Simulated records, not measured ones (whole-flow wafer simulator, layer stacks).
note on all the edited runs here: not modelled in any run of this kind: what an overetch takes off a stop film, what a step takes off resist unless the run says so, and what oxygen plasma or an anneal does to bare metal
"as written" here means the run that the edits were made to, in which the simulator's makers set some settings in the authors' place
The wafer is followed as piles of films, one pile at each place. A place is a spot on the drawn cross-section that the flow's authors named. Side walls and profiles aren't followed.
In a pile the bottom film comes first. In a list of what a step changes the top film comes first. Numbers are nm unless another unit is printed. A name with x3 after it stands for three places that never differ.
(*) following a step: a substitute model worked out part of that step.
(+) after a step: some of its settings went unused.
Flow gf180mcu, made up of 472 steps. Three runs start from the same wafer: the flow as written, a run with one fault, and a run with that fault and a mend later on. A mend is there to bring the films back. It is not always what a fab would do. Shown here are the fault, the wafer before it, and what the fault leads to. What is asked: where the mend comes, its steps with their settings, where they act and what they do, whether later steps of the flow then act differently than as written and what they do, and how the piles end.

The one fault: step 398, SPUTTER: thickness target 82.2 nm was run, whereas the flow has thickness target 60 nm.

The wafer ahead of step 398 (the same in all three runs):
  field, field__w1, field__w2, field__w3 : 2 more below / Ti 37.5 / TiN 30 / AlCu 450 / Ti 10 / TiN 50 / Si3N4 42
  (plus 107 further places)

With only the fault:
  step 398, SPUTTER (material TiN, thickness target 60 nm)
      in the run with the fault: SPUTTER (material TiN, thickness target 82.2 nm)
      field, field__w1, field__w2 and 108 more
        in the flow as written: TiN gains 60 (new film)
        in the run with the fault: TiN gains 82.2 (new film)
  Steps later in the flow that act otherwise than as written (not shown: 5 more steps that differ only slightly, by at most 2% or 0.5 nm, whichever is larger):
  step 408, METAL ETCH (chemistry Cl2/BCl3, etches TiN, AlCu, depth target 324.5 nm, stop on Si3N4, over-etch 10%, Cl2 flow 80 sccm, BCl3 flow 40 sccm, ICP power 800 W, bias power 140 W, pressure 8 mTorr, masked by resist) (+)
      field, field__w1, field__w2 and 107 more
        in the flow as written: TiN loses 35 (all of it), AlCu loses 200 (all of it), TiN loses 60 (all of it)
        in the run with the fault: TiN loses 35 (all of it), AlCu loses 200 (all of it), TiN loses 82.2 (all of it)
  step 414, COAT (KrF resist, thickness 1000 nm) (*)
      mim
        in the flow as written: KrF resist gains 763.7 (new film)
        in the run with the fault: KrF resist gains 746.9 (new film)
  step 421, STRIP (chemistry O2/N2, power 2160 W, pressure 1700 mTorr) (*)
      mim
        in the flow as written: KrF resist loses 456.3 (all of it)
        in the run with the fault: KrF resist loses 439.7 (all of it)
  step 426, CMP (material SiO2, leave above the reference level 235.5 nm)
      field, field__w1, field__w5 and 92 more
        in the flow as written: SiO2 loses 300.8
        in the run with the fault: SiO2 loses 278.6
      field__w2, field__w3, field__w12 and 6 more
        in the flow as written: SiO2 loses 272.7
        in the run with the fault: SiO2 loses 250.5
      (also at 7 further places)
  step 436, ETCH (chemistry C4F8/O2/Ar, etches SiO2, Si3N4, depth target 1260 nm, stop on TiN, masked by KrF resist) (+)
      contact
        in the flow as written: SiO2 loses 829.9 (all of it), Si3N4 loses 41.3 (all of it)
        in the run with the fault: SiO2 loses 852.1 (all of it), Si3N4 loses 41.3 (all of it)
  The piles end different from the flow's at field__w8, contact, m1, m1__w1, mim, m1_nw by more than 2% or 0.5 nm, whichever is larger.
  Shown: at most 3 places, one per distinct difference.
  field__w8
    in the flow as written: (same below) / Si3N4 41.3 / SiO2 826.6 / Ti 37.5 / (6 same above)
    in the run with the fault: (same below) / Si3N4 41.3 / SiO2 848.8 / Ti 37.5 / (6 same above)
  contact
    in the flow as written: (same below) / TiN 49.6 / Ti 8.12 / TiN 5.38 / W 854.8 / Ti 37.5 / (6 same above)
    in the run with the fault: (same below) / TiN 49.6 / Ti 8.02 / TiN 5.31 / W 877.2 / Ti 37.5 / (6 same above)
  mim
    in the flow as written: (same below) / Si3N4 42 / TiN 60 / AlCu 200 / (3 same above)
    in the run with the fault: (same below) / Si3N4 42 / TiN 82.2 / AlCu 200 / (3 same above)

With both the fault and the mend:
  The mend follows step 398.
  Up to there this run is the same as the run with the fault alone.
  step 398a, METAL ETCH (chemistry Cl2/BCl3, etches TiN, AlCu, Ti, depth target 22.2 nm, Cl2 flow 80 sccm, BCl3 flow 40 sccm, ICP power 800 W, bias power 140 W, pressure 8 mTorr) (a further turn of the flow's step 260, with different settings)
      field, field__w1, field__w2 and 108 more
        TiN loses 22.2
  Later steps of the flow that are run all act as written at every place that is followed.
  The piles end the same as the flow's at every place that both follow.
